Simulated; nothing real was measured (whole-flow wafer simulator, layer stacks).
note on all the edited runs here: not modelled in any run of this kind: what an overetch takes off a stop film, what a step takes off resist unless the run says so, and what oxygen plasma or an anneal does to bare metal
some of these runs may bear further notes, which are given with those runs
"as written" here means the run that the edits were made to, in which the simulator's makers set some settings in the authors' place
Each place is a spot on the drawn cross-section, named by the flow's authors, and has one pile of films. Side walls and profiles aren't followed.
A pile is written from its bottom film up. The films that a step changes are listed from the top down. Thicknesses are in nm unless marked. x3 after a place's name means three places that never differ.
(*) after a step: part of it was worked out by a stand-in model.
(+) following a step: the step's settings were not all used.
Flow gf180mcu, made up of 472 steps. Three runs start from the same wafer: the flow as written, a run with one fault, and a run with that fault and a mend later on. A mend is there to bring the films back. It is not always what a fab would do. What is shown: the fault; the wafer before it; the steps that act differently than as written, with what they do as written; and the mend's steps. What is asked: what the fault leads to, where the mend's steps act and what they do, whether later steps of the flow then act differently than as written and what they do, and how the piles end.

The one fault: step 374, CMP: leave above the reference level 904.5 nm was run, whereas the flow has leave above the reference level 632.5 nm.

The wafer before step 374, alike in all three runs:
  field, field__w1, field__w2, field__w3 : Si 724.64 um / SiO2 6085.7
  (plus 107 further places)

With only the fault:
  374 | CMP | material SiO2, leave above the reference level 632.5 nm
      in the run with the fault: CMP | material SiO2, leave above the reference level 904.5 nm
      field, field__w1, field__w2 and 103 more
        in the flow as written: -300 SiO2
        in the run with the fault: -28 SiO2
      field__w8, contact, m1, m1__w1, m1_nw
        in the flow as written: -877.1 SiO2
        in the run with the fault: -605.1 SiO2
  Steps further on in the flow that do not act as written:
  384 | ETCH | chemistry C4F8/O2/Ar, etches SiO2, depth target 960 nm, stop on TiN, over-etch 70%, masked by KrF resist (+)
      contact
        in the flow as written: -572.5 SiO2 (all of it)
        in the run with the fault: -844.5 SiO2 (all of it)
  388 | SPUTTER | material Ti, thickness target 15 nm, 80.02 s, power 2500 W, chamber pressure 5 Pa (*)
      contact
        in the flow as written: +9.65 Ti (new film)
        in the run with the fault: +8.25 Ti (new film)
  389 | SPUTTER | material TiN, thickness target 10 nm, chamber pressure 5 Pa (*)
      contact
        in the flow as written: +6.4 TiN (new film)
        in the run with the fault: +5.46 TiN (new film)
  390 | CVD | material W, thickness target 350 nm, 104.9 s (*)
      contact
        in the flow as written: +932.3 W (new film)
        in the run with the fault: +1206.6 W (new film)
  By the end, the piles at field, field__w1, field__w2 and 109 more depart from the flow's by more than 2% or 0.5 nm, whichever is larger.
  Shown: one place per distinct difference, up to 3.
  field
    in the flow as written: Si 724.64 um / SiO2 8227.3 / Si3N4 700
    in the run with the fault: Si 724.64 um / SiO2 8499.3 / Si3N4 700
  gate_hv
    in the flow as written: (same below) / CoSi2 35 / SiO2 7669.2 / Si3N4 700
    in the run with the fault: (same below) / CoSi2 35 / SiO2 7941.2 / Si3N4 700
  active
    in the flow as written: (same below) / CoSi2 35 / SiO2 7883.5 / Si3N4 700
    in the run with the fault: (same below) / CoSi2 35 / SiO2 8155.5 / Si3N4 700

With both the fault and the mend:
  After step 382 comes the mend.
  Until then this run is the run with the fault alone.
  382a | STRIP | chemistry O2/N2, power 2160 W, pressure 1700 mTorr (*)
      field, field__w1, field__w2 and 107 more
        -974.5 KrF resist (all of it), -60 anti-reflective coat (all of it)
      contact
        -60 anti-reflective coat (all of it)
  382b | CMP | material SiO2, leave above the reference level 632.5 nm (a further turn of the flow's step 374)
      field, field__w1, field__w2 and 108 more
        -272 SiO2
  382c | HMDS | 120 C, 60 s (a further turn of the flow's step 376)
      alters no film at any place that is followed
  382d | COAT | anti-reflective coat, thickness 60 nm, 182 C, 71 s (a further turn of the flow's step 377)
      field, field__w1, field__w2 and 108 more
        +60 anti-reflective coat (new film)
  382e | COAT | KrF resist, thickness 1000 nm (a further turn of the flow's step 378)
      field, field__w1, field__w2 and 108 more
        +1000 KrF resist (new film)
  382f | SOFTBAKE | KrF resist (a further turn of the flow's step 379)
      alters no film at any place that is followed
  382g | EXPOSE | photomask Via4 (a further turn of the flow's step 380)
      alters no film at any place that is followed
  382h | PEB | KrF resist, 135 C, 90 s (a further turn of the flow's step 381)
      field, field__w1, field__w2 and 108 more
        -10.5 KrF resist
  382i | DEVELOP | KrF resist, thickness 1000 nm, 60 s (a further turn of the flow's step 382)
      field, field__w1, field__w2 and 107 more
        -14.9 KrF resist
      contact
        -989.5 KrF resist (all of it)
  Every later step of the flow that is run acts as written at every place that is followed.
  At every place that both follow, the piles at the end match the flow's.
